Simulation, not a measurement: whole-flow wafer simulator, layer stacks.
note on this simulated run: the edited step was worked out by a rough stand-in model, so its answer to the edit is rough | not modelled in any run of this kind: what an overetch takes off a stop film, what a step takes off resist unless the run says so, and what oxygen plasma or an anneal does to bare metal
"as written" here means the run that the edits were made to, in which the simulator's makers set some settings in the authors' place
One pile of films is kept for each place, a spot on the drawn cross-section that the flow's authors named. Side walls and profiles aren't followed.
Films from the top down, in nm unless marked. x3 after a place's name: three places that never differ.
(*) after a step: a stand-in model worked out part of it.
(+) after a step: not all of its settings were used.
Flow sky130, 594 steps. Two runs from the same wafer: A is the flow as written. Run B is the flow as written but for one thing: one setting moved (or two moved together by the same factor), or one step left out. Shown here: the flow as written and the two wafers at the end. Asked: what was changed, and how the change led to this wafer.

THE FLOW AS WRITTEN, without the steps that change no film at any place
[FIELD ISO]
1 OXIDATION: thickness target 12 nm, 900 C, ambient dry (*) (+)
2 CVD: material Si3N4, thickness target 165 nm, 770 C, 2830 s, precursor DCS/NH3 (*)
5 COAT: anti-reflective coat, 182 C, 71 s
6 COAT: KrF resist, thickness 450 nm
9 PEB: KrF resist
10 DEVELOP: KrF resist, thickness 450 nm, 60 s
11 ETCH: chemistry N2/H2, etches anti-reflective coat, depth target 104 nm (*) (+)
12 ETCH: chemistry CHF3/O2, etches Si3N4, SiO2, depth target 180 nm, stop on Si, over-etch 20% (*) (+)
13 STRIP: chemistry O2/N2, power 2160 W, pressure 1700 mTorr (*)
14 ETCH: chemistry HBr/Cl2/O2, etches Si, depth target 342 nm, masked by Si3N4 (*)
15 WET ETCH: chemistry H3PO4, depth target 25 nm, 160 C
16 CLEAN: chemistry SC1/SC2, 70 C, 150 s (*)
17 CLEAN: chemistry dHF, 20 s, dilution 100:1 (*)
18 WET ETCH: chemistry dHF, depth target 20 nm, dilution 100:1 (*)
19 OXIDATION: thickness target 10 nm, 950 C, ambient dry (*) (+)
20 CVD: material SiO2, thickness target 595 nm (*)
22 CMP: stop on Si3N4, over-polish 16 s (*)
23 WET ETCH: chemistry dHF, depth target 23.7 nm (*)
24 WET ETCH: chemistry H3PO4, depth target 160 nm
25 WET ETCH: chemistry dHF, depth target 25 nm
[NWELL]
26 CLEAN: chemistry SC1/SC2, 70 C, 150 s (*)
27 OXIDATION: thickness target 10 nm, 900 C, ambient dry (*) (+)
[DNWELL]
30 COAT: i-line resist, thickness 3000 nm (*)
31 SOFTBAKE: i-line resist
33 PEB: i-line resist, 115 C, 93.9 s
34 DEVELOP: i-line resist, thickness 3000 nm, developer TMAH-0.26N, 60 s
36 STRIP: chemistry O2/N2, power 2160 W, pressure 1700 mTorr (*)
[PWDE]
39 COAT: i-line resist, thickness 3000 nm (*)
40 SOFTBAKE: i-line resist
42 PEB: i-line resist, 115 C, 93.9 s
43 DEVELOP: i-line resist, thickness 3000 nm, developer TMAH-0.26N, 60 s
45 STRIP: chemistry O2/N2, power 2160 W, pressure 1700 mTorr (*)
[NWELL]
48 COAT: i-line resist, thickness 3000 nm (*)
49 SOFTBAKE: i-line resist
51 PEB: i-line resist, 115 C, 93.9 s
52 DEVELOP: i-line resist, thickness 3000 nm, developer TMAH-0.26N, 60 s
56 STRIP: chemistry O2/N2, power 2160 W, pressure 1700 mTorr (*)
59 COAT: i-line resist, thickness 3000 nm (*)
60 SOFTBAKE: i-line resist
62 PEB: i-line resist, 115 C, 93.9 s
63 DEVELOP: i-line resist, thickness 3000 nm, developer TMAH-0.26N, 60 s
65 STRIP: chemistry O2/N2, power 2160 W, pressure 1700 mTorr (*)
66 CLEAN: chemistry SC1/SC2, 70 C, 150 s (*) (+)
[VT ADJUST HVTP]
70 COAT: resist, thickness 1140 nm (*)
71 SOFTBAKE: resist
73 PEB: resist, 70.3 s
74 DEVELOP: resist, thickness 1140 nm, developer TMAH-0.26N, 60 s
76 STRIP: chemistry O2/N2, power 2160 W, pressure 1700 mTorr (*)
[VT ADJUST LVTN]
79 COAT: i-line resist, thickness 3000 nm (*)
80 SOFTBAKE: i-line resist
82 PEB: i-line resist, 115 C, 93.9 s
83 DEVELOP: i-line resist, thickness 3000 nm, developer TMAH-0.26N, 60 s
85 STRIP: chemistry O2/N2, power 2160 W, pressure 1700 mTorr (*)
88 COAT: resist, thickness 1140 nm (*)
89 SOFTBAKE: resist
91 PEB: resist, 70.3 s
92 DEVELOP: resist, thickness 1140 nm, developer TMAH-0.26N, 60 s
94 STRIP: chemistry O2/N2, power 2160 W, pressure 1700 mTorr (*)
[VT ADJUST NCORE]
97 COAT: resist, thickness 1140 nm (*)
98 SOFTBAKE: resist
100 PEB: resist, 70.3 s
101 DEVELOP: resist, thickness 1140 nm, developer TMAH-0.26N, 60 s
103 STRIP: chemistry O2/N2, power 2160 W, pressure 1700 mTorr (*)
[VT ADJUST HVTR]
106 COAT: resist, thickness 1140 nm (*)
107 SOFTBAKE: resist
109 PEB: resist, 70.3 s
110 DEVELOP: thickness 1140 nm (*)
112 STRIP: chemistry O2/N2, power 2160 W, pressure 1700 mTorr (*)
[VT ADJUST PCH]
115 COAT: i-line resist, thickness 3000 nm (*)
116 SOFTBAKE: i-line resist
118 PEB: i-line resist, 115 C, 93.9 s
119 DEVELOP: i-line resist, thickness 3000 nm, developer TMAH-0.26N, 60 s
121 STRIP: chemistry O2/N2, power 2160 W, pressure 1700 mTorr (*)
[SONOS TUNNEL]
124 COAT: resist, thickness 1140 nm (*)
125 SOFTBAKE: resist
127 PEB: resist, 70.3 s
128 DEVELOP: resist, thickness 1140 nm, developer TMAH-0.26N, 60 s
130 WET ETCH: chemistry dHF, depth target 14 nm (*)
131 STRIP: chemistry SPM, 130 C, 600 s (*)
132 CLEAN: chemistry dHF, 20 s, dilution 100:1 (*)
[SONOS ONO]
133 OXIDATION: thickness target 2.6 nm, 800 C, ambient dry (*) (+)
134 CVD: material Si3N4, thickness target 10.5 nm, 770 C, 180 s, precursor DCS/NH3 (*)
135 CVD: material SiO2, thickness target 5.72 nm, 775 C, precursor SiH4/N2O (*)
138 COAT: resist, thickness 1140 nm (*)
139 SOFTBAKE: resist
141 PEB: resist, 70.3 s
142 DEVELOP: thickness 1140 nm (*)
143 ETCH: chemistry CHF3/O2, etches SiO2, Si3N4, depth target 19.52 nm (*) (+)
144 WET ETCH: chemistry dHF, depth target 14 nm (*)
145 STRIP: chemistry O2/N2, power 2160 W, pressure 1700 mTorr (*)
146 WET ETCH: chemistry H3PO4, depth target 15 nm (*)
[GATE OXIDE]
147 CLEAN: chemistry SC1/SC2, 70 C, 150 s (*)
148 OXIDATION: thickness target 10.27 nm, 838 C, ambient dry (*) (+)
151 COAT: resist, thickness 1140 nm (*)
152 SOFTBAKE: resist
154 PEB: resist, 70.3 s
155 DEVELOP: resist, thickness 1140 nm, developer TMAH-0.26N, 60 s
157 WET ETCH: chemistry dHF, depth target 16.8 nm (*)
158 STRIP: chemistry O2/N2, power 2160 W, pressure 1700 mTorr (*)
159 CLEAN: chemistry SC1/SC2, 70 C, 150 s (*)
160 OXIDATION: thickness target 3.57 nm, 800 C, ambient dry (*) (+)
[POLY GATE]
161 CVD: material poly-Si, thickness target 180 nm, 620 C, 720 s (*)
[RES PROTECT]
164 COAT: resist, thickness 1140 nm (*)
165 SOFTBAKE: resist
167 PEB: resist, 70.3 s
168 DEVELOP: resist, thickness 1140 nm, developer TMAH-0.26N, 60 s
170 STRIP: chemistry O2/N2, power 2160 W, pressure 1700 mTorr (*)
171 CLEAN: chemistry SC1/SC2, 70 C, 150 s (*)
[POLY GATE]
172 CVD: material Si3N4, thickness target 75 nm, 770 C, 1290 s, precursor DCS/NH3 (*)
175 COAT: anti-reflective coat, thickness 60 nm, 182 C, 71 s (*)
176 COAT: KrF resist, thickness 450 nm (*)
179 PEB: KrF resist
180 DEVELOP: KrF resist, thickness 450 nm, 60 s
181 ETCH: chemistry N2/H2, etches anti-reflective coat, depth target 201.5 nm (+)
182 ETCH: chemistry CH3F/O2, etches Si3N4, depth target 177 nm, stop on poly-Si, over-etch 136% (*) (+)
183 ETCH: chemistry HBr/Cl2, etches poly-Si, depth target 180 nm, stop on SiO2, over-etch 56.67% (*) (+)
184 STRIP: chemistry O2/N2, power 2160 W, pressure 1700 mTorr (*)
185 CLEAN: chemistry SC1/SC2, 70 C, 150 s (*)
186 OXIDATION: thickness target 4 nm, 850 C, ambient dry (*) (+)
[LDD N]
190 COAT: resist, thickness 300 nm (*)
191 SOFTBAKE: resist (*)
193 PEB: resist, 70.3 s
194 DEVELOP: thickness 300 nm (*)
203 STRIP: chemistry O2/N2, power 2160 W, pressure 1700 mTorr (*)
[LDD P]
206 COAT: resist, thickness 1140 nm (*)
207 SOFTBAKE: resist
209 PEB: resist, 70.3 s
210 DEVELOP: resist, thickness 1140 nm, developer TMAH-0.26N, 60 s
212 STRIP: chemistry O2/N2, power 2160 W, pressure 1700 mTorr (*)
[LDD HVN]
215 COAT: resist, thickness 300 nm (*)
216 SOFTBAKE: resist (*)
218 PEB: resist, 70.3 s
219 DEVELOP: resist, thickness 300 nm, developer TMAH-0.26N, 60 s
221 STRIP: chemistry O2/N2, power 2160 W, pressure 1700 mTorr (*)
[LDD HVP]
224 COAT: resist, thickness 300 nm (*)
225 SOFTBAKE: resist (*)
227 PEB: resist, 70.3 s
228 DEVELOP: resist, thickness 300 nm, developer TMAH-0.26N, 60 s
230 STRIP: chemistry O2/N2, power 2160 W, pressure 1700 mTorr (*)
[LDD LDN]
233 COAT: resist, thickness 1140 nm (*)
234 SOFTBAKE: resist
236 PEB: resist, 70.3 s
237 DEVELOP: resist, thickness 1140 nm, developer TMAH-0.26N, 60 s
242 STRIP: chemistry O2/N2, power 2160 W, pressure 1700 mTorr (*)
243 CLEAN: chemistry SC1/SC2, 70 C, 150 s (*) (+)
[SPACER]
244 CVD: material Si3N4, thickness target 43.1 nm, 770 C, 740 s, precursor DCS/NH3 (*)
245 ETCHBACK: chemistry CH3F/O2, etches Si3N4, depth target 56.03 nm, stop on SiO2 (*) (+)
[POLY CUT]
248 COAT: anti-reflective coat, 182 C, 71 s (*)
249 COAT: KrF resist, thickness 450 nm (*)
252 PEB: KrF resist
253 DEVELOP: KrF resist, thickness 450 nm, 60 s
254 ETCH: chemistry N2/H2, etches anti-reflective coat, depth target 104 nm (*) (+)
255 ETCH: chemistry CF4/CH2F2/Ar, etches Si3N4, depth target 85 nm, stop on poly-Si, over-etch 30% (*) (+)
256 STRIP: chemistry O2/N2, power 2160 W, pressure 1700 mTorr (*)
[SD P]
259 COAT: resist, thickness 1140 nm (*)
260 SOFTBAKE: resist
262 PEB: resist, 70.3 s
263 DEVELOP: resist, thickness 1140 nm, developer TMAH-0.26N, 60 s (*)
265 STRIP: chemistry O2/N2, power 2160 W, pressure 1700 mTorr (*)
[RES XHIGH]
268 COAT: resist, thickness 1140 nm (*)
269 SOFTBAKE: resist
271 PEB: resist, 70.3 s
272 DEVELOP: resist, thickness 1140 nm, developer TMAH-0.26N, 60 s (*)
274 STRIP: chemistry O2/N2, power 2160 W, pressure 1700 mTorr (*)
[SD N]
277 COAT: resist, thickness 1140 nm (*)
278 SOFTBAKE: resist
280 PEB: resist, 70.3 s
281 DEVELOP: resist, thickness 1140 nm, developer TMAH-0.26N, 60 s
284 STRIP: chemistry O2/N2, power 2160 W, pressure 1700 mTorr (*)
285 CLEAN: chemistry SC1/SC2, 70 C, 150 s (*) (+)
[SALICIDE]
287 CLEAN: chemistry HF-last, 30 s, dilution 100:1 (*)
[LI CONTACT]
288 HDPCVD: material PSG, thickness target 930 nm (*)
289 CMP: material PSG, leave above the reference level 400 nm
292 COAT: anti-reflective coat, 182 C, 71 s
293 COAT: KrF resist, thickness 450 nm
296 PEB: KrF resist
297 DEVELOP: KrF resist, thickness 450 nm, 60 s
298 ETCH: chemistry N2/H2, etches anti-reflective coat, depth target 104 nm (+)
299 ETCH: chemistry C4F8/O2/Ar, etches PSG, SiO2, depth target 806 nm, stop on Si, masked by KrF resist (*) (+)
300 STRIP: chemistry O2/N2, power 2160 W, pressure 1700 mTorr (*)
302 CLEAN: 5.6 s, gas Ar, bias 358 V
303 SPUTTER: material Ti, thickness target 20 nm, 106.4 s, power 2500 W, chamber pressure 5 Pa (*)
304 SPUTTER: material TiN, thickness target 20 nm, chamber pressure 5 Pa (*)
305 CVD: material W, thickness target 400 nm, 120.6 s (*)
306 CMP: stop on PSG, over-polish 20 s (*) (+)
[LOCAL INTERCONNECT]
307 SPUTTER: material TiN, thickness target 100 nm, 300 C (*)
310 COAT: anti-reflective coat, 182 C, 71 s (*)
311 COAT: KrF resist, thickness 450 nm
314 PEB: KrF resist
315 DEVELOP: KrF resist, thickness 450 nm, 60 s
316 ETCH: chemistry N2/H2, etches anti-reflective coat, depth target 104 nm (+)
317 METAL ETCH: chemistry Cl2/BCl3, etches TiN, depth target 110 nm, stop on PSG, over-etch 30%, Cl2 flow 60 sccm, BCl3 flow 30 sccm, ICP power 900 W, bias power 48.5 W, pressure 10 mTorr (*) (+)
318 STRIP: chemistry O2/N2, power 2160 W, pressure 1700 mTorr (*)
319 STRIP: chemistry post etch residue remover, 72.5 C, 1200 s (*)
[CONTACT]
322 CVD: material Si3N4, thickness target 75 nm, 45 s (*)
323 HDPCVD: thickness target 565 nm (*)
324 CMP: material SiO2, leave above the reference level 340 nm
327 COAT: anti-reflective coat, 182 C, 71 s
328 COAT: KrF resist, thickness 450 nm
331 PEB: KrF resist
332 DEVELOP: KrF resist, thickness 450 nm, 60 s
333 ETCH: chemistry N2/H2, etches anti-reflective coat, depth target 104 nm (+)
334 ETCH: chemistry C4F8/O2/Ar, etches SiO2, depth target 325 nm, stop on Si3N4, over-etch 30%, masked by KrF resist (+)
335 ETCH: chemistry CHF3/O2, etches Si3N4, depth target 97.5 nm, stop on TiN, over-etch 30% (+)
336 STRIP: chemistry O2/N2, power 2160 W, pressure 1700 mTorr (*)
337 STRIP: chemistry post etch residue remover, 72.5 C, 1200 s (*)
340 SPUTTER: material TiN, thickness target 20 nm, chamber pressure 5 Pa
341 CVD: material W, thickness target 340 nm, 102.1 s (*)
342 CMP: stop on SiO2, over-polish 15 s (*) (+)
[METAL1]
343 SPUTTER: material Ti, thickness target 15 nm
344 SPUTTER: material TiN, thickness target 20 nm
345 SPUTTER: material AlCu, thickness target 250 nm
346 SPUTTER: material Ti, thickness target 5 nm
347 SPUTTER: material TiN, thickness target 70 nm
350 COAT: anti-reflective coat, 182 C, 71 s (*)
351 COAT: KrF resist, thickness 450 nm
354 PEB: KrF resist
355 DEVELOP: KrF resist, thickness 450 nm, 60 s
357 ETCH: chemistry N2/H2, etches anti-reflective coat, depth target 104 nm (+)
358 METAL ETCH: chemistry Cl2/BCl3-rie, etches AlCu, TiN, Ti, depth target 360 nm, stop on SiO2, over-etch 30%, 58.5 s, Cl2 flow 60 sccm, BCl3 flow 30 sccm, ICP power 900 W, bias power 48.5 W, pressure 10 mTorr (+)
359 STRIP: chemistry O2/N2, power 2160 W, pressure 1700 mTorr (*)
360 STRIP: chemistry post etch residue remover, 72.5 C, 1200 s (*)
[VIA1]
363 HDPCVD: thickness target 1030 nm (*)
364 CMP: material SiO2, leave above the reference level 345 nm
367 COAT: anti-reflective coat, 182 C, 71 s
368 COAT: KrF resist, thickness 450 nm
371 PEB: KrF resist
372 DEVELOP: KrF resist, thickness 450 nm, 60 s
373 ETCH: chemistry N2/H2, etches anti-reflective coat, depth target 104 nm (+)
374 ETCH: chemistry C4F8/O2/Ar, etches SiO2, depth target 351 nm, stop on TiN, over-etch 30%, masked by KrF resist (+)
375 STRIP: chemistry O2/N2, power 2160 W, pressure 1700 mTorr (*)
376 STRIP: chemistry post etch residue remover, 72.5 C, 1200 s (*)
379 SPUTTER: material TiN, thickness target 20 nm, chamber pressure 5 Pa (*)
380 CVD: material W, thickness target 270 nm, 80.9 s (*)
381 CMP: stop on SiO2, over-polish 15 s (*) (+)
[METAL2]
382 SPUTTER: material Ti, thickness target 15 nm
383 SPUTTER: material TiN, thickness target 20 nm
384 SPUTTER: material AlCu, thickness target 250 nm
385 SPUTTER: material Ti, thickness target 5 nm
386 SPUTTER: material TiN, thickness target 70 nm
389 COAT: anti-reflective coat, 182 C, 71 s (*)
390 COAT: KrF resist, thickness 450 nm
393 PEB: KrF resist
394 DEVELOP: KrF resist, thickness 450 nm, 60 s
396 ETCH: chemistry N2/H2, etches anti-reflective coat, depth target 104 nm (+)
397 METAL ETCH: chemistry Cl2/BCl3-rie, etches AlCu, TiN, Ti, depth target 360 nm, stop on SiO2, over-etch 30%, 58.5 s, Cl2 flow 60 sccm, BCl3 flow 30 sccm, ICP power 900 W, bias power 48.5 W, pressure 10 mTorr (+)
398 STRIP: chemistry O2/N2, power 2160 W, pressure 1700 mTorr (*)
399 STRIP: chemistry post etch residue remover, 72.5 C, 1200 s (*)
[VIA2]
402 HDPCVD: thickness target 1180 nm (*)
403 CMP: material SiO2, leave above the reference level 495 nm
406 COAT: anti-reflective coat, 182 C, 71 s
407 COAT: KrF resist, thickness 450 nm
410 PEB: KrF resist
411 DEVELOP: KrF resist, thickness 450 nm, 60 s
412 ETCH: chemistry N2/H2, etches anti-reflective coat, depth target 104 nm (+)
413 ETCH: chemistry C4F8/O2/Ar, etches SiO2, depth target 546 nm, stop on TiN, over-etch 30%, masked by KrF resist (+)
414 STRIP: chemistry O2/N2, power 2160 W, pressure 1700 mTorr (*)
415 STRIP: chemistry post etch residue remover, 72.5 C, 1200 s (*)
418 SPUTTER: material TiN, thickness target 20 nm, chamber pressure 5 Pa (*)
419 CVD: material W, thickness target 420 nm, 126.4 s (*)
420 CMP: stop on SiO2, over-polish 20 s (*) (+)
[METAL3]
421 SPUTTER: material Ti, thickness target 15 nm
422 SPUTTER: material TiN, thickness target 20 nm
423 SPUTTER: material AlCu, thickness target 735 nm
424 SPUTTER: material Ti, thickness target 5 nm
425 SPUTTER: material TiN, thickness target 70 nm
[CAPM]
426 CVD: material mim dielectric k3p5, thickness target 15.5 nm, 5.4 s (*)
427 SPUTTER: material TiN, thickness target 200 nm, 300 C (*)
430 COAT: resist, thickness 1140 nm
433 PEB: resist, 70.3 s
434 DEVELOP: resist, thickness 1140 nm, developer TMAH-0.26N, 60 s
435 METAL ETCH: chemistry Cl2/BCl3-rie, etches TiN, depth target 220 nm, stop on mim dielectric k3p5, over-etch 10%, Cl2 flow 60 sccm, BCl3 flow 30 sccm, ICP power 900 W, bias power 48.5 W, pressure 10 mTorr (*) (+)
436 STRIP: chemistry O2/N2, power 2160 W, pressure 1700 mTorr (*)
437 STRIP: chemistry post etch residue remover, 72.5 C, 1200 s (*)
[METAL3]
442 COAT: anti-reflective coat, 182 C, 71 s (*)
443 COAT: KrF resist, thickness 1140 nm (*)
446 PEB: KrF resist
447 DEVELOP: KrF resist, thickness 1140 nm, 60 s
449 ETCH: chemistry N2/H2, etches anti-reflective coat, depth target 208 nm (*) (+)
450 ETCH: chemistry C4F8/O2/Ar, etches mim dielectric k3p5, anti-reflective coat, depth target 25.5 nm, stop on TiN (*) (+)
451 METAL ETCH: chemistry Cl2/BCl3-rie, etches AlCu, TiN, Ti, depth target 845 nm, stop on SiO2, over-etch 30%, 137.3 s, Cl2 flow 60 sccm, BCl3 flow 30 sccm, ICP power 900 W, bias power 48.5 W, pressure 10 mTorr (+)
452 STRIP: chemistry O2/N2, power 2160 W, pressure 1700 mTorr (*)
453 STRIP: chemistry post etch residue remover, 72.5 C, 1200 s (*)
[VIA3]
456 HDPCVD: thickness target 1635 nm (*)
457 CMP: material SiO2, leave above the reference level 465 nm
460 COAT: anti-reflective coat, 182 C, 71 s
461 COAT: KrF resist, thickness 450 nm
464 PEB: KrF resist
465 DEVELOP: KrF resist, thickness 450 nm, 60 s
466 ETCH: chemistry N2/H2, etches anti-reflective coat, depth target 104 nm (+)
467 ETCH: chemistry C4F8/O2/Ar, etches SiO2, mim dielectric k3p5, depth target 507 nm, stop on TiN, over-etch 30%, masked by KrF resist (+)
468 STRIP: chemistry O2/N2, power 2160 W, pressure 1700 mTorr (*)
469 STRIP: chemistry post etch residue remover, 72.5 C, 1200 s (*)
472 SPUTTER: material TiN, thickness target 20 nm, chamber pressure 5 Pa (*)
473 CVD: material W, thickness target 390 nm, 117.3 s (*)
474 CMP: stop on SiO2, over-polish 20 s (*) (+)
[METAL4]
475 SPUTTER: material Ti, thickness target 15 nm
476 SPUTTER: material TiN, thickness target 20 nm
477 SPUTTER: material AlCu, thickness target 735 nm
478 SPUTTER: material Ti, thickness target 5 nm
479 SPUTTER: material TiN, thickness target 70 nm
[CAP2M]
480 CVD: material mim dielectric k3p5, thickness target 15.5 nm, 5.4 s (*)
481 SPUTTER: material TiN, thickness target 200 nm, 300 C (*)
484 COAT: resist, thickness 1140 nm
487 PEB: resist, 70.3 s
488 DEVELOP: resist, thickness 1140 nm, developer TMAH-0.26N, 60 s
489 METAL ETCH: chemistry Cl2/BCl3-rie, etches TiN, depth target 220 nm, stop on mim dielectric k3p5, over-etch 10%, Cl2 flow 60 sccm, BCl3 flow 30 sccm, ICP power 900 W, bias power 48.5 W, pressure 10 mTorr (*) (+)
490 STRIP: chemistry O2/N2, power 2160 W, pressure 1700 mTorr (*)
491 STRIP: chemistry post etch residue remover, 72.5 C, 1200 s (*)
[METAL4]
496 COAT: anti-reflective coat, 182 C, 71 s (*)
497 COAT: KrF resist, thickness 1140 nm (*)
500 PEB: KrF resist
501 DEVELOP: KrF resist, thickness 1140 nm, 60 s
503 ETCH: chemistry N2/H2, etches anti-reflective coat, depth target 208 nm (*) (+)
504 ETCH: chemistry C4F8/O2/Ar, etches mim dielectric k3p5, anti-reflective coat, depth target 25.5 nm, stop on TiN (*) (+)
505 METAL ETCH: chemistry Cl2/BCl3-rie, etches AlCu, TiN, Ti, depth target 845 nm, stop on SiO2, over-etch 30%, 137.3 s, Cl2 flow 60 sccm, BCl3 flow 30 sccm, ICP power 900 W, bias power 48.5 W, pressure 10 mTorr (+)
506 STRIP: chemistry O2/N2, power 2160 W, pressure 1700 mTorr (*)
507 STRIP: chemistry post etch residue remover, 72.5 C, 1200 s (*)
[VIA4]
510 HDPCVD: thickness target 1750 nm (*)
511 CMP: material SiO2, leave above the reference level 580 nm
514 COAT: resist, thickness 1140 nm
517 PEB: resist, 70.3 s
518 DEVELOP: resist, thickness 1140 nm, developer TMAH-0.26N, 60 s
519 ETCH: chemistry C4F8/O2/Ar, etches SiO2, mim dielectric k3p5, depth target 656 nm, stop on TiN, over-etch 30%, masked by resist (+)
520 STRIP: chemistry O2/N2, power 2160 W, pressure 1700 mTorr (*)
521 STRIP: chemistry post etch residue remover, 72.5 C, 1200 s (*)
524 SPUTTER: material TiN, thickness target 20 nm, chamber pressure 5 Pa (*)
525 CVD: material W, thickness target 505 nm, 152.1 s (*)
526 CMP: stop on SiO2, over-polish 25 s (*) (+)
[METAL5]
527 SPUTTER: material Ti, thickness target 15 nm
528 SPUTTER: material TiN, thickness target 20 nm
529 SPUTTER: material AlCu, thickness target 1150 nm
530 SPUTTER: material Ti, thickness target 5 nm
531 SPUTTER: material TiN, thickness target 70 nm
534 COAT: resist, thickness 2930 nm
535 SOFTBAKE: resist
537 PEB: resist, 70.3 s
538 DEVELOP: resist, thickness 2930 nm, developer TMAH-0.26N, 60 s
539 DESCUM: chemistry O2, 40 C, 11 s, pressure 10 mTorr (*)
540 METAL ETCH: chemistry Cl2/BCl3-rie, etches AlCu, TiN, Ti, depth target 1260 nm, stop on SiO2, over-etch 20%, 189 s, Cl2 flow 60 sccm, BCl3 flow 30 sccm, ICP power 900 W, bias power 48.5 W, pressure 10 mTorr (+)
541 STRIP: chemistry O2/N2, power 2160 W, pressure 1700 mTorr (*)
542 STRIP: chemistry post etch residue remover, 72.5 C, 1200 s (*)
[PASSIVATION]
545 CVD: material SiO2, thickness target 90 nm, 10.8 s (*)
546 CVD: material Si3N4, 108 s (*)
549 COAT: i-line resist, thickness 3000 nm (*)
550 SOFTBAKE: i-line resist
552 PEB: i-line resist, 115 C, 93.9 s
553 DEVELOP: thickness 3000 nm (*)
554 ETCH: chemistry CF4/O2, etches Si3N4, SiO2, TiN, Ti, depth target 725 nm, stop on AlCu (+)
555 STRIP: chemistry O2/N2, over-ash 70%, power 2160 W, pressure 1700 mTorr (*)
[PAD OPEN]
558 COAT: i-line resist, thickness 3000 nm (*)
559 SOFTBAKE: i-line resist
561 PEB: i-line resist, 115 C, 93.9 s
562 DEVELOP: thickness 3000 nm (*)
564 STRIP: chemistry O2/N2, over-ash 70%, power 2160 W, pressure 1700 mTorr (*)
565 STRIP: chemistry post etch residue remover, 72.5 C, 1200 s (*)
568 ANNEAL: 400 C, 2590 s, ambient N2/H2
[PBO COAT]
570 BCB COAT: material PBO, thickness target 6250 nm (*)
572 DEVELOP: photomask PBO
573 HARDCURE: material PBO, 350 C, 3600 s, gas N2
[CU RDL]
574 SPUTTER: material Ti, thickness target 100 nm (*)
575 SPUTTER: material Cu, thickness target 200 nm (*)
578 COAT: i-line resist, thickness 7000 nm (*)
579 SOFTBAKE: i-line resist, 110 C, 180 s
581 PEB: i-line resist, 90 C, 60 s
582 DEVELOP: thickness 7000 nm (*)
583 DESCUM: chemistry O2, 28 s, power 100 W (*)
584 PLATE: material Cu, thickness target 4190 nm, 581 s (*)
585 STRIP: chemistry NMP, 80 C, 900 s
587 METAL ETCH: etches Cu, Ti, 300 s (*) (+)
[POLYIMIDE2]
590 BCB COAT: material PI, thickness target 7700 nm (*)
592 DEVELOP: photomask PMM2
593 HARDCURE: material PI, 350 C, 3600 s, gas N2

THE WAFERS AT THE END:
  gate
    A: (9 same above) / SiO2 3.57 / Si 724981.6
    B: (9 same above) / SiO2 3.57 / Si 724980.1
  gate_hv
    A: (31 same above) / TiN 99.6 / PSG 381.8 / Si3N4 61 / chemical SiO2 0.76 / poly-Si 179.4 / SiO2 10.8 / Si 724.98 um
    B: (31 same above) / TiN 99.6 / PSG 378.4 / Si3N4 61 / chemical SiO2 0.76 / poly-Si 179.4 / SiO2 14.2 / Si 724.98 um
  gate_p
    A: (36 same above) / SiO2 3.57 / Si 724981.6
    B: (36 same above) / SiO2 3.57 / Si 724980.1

The cause: step 148, OXIDATION: thickness target 13.76 nm was run, where the flow has thickness target 10.27 nm.

How the change led to this, step by step:
  148 OXIDATION: thickness target 10.27 nm, 838 C, ambient dry (*) (+)
      active, n_well, p_well and 98 more: A SiO2 +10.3 (new film), chemical SiO2 -0.76 (all of it), Si -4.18 | B SiO2 +13.8 (new film), chemical SiO2 -0.76 (all of it), Si -5.72
      mim, vpp_sp, vpp_ln and 61 more: A SiO2 +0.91, Si -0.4 | B SiO2 +1.46, Si -0.64
      (and at 23 more places)
  152 SOFTBAKE: resist
      field: A resist -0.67 | B nothing
      nw_fld: A resist -0.42 | B resist +1.17
      (and at 2 more places)
  157 WET ETCH: chemistry dHF, depth target 16.8 nm (*)
      active, n_well, p_well and 58 more: A SiO2 -10.3 (all of it) | B SiO2 -13.8 (all of it)
  175 COAT: anti-reflective coat, thickness 60 nm, 182 C, 71 s (*)
      m1: A anti-reflective coat +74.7 (new film) | B anti-reflective coat +73.2 (new film)
      pplus_nw: A anti-reflective coat +73.9 (new film) | B anti-reflective coat +75.5 (new film)
      (and at 7 more places)
  181 ETCH: chemistry N2/H2, etches anti-reflective coat, depth target 201.5 nm (+)
      pplus_nw: A anti-reflective coat -73.9 (all of it), Si3N4 -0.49 | B anti-reflective coat -75.5 (all of it), Si3N4 -0.45
      pwell_dnw: A anti-reflective coat -69.9 (all of it), Si3N4 -0.54 | B anti-reflective coat -68.3 (all of it), Si3N4 -0.54
      (and at 4 more places)
  184 STRIP: chemistry O2/N2, power 2160 W, pressure 1700 mTorr (*)
      m1: A KrF resist -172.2 (all of it), anti-reflective coat -74.7 (all of it) | B KrF resist -172.6 (all of it), anti-reflective coat -73.2 (all of it)
      wcut_fox_pw: A KrF resist -171.3 (all of it), anti-reflective coat -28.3 (all of it) | B KrF resist -171.8 (all of it), anti-reflective coat -28.9 (all of it)
      (and at 1 more place)
  248 COAT: anti-reflective coat, 182 C, 71 s (*)
      m1: A anti-reflective coat +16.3 (new film) | B anti-reflective coat +15.2 (new film)
      pplus_nw: A anti-reflective coat +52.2 (new film) | B anti-reflective coat +53.7 (new film)
      (and at 9 more places)
  256 STRIP: chemistry O2/N2, power 2160 W, pressure 1700 mTorr (*)
      m1: A KrF resist -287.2 (all of it), anti-reflective coat -16.3 (all of it) | B KrF resist -286.4 (all of it), anti-reflective coat -15.2 (all of it)
      pplus_nw: A KrF resist -444.5 (all of it), anti-reflective coat -52.2 (all of it) | B KrF resist -444.7 (all of it), anti-reflective coat -53.7 (all of it)
      (and at 9 more places)
  306 CMP: stop on PSG, over-polish 20 s (*) (+)
      poly_licon: A W -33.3 | B W -35.2
